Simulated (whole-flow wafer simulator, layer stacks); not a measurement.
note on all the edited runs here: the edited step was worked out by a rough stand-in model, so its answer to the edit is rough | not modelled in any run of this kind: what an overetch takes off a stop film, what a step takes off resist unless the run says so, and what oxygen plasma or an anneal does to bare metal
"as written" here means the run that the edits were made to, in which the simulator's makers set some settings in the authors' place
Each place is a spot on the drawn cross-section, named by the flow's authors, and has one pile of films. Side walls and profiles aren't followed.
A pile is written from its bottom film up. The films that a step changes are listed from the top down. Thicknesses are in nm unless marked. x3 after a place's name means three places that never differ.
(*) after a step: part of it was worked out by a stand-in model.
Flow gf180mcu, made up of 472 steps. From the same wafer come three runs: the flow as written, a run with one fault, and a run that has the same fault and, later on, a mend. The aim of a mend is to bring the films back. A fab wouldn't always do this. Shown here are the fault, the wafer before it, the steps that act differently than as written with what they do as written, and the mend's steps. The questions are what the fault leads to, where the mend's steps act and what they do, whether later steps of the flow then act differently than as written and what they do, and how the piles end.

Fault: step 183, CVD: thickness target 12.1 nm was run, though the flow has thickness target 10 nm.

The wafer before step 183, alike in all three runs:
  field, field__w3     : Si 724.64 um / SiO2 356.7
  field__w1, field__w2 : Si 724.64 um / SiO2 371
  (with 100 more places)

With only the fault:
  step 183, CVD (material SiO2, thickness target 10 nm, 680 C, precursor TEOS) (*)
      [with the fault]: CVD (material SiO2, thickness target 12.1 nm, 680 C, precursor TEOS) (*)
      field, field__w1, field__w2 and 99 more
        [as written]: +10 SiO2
        [with the fault]: +12.1 SiO2
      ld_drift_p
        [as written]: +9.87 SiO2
        [with the fault]: +11.9 SiO2
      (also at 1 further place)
  Later steps of the flow acting differently than as written (22 more steps, not shown, differ only slightly: by at most 2% or 0.5 nm, whichever is larger):
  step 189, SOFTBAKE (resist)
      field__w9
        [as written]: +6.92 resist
        [with the fault]: -3.07 resist
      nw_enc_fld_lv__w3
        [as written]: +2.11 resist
        [with the fault]: -1.6 resist
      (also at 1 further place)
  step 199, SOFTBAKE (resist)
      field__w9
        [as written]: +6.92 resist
        [with the fault]: -3.07 resist
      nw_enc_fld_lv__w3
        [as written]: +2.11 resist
        [with the fault]: -1.6 resist
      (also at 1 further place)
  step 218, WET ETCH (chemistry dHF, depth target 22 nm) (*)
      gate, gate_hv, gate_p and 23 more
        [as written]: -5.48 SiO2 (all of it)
        [with the fault]: -7.58 SiO2 (all of it)
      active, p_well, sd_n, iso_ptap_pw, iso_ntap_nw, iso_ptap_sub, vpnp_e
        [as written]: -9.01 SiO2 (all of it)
        [with the fault]: -11.1 SiO2 (all of it)
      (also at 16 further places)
  By the end, the piles at spacer depart from the flow's by more than 2% or 0.5 nm, whichever is larger.
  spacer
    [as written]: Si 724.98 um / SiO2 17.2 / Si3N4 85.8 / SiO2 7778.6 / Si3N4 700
    [with the fault]: Si 724.98 um / SiO2 19.3 / Si3N4 85.8 / SiO2 7776.5 / Si3N4 700

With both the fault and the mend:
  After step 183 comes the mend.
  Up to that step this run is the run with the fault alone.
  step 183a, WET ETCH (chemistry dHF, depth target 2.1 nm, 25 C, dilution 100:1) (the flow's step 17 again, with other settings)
      field, field__w1, field__w2 and 101 more
        -2.1 SiO2
  Later steps of the flow that are run all act as written at every place that is followed, up to a difference of at most 2% or 0.5 nm, whichever is larger.
  When the end is reached, the piles differ only a little from the flow's at the places that both follow, at most by 2% or 0.5 nm, whichever is larger.
